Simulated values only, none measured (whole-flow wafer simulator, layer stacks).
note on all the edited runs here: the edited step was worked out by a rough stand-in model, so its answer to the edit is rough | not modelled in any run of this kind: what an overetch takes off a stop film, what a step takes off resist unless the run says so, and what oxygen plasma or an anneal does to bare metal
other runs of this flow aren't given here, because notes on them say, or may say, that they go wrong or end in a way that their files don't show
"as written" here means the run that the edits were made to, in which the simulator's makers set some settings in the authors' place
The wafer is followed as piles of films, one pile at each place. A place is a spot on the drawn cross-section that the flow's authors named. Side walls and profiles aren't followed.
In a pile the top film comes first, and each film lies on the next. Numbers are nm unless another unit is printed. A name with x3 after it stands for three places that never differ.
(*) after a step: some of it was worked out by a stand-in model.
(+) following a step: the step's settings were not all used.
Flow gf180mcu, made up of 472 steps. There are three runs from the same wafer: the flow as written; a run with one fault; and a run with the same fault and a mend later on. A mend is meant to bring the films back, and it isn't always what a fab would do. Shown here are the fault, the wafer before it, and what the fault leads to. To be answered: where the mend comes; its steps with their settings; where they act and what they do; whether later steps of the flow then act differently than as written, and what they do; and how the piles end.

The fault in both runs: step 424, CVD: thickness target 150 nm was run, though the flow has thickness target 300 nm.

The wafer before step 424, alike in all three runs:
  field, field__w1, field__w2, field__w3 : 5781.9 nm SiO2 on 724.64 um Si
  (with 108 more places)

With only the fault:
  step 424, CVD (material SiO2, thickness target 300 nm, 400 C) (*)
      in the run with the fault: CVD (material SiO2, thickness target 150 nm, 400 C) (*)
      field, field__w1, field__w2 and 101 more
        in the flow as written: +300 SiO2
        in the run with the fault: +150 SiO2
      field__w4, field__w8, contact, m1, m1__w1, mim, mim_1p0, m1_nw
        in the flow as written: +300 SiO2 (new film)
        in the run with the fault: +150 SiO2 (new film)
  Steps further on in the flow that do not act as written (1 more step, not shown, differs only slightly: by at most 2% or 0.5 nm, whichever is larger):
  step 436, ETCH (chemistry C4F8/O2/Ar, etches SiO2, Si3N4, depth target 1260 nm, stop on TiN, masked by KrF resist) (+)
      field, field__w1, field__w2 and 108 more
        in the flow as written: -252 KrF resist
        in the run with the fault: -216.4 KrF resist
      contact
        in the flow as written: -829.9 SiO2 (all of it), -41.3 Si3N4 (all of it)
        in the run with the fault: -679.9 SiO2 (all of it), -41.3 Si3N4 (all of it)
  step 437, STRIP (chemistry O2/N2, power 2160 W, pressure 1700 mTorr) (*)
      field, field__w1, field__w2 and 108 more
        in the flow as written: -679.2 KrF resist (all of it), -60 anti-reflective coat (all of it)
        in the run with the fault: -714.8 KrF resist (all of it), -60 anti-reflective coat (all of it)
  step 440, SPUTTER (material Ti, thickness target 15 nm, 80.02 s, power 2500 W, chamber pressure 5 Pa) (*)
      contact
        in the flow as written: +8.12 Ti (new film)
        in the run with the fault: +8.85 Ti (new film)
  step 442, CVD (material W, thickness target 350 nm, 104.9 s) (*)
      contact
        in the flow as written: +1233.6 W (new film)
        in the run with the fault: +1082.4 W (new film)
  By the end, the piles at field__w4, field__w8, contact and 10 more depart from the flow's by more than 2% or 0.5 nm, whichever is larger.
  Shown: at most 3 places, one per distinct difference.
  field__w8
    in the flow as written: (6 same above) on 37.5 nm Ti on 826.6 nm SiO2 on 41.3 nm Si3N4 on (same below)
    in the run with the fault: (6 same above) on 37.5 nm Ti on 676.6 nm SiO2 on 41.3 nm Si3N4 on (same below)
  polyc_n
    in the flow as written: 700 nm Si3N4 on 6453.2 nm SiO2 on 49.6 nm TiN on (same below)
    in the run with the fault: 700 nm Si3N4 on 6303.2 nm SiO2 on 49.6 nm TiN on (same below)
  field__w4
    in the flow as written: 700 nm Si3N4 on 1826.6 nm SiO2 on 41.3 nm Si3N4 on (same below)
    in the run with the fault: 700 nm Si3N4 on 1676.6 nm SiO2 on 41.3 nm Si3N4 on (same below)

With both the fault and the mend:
  After step 424 comes the mend.
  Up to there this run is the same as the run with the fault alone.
  step 424a, CVD (material SiO2, thickness target 150 nm, 400 C) (*) (the flow's step 424 again, with other settings)
      field, field__w1, field__w2 and 109 more
        +150 SiO2
  Every later step of the flow that is run acts as written at every place that is followed.
  The piles end the same as the flow's at every place that both follow.
